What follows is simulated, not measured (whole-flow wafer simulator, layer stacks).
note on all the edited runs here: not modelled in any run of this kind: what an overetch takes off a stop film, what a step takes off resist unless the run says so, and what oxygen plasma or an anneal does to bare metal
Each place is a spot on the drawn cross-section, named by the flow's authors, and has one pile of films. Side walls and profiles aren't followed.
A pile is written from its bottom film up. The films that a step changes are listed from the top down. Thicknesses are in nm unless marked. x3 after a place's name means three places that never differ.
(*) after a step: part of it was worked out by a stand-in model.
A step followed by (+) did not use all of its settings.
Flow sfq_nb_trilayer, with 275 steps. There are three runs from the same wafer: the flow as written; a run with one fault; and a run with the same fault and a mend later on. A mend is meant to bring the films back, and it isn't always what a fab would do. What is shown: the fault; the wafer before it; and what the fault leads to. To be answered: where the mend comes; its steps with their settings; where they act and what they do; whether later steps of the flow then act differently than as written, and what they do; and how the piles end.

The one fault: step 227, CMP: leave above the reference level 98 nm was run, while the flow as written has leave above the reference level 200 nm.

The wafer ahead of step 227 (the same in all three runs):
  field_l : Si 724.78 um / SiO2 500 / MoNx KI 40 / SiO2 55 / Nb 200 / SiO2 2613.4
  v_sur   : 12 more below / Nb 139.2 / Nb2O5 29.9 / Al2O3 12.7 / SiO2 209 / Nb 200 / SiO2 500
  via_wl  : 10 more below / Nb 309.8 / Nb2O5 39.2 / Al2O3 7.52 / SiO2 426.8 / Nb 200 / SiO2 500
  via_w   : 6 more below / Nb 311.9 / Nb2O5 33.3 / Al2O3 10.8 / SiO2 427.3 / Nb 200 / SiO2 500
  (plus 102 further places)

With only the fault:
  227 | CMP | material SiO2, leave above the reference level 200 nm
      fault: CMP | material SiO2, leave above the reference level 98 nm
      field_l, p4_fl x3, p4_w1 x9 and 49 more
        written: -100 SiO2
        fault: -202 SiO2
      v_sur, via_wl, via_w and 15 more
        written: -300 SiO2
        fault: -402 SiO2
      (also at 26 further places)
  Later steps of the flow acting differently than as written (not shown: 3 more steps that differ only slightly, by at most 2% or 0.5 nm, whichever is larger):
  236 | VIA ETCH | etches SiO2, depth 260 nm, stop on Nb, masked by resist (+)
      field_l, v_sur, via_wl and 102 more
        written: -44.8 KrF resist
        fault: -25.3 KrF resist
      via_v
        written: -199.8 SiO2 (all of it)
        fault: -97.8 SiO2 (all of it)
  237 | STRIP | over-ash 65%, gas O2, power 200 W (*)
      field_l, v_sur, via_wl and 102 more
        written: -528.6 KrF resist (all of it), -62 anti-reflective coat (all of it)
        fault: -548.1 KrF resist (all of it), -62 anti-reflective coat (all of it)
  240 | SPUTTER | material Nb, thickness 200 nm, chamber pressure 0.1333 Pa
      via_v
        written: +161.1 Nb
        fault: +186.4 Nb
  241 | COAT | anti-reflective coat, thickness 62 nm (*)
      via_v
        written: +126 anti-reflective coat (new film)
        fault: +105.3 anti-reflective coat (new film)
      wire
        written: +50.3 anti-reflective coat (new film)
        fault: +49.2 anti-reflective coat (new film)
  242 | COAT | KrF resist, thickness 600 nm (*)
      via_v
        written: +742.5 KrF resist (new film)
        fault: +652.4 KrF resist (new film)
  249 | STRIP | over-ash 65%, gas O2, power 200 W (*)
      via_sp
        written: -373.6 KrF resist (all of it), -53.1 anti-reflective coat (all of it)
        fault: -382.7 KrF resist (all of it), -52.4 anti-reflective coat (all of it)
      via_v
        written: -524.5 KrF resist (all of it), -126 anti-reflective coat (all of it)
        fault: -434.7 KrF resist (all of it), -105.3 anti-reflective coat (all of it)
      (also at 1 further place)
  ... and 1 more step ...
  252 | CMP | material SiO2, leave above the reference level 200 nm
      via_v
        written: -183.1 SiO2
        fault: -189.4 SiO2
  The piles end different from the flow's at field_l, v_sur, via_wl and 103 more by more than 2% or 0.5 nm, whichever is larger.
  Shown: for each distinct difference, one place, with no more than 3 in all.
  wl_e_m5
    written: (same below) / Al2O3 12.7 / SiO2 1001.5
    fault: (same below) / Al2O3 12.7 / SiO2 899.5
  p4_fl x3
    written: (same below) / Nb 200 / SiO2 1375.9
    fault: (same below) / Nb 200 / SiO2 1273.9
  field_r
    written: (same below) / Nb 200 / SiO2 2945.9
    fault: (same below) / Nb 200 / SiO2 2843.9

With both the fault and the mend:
  After step 234 comes the mend.
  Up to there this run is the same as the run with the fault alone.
  234a | STRIP | over-ash 65%, gas O2, power 200 W (*)
      field_l, v_sur, via_wl and 102 more
        -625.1 KrF resist (all of it), -62 anti-reflective coat (all of it)
      via_v
        -62 anti-reflective coat (all of it)
  234b | PECVD | material SiO2, thickness 102 nm, 150 C, 22.67 s, RF power 183.3 W, pressure 2.4 Torr, precursor SiH4/N2O (the flow's step 226 again, with other settings)
      field_l, v_sur, via_wl and 103 more
        +102 SiO2
  234c | COAT | anti-reflective coat, thickness 62 nm (the flow's step 229 again)
      field_l, v_sur, via_wl and 103 more
        +62 anti-reflective coat (new film)
  234d | COAT | KrF resist, thickness 650 nm (the flow's step 230 again)
      field_l, v_sur, via_wl and 103 more
        +650 KrF resist (new film)
  234e | SOFTBAKE | KrF resist (the flow's step 231 again)
      leaves every film unchanged at each place that is followed
  234f | EXPOSE | photomask I6, dose 11.91 mJ/cm2, NA 0.6, wavelength 248 nm (*) (the flow's step 232 again)
      leaves every film unchanged at each place that is followed
  234g | PEB | KrF resist, 90 s (the flow's step 233 again)
      field_l, v_sur, via_wl and 103 more
        -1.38 KrF resist
  234h | DEVELOP | KrF resist, thickness 650 nm, 60 s (the flow's step 234 again)
      field_l, v_sur, via_wl and 102 more
        -23.5 KrF resist
      via_v
        -648.6 KrF resist (all of it)
  None of the later steps of the flow acts differently than as written at any place that is followed.
  At every place that both follow, the piles at the end match the flow's.
